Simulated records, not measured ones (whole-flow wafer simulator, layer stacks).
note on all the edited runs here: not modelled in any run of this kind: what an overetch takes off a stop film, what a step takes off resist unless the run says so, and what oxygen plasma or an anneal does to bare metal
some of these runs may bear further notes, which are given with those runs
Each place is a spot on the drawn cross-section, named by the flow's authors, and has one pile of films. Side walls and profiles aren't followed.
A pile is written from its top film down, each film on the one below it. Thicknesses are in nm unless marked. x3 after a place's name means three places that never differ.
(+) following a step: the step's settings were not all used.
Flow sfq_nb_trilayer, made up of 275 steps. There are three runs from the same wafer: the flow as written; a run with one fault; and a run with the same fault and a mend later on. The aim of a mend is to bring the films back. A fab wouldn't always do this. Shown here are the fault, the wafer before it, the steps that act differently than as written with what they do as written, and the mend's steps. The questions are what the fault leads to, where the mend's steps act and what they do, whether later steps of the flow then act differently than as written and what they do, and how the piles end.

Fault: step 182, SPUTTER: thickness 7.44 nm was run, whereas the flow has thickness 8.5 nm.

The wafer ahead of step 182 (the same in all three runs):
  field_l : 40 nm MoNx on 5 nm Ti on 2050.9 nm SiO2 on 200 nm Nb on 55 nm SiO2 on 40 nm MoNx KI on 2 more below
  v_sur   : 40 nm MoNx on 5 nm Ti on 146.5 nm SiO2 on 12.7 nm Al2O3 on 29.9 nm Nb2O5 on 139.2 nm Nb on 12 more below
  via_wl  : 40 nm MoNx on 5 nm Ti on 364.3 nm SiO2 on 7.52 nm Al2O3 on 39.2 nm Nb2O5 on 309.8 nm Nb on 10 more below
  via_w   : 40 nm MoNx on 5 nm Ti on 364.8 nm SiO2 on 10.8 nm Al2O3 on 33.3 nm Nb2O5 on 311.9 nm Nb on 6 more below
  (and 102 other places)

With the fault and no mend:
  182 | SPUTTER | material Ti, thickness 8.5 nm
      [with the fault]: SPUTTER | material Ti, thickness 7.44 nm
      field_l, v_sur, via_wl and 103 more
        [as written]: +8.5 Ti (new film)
        [with the fault]: +7.44 Ti (new film)
  Later steps of the flow acting differently than as written (18 other steps are not shown; they differ only slightly, by no more than 2% or 0.5 nm, whichever is larger):
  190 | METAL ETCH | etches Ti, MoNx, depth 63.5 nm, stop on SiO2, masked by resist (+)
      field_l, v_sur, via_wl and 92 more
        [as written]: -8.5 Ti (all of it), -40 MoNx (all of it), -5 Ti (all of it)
        [with the fault]: -7.44 Ti (all of it), -40 MoNx (all of it), -5 Ti (all of it)
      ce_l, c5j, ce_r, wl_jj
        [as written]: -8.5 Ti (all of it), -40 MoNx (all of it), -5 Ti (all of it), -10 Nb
        [with the fault]: -7.44 Ti (all of it), -40 MoNx (all of it), -5 Ti (all of it), -11.1 Nb
  By the end, the piles at be_r, r_sur, res, r_end, r5r_line_l, r5r_line_c, r5r_line_r depart from the flow's by more than 2% or 0.5 nm, whichever is larger.
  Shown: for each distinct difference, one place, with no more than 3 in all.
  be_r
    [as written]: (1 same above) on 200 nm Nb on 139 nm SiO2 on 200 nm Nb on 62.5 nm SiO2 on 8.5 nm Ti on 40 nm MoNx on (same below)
    [with the fault]: (1 same above) on 200 nm Nb on 140.1 nm SiO2 on 200 nm Nb on 62.5 nm SiO2 on 7.44 nm Ti on 40 nm MoNx on (same below)
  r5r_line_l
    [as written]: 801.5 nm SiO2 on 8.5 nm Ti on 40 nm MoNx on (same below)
    [with the fault]: 802.6 nm SiO2 on 7.44 nm Ti on 40 nm MoNx on (same below)
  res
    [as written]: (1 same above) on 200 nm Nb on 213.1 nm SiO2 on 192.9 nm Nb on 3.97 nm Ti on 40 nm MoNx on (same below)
    [with the fault]: (1 same above) on 200 nm Nb on 214.2 nm SiO2 on 192.9 nm Nb on 2.91 nm Ti on 40 nm MoNx on (same below)

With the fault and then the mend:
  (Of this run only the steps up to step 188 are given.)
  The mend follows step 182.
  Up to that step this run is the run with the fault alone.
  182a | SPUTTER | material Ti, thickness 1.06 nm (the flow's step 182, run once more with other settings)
      field_l, v_sur, via_wl and 103 more
        +1.06 Ti
  None of the later steps of the flow up to step 188 acts differently than as written at any place that is followed.
  Once step 188 is done, the piles equal the flow's at every place that both follow.
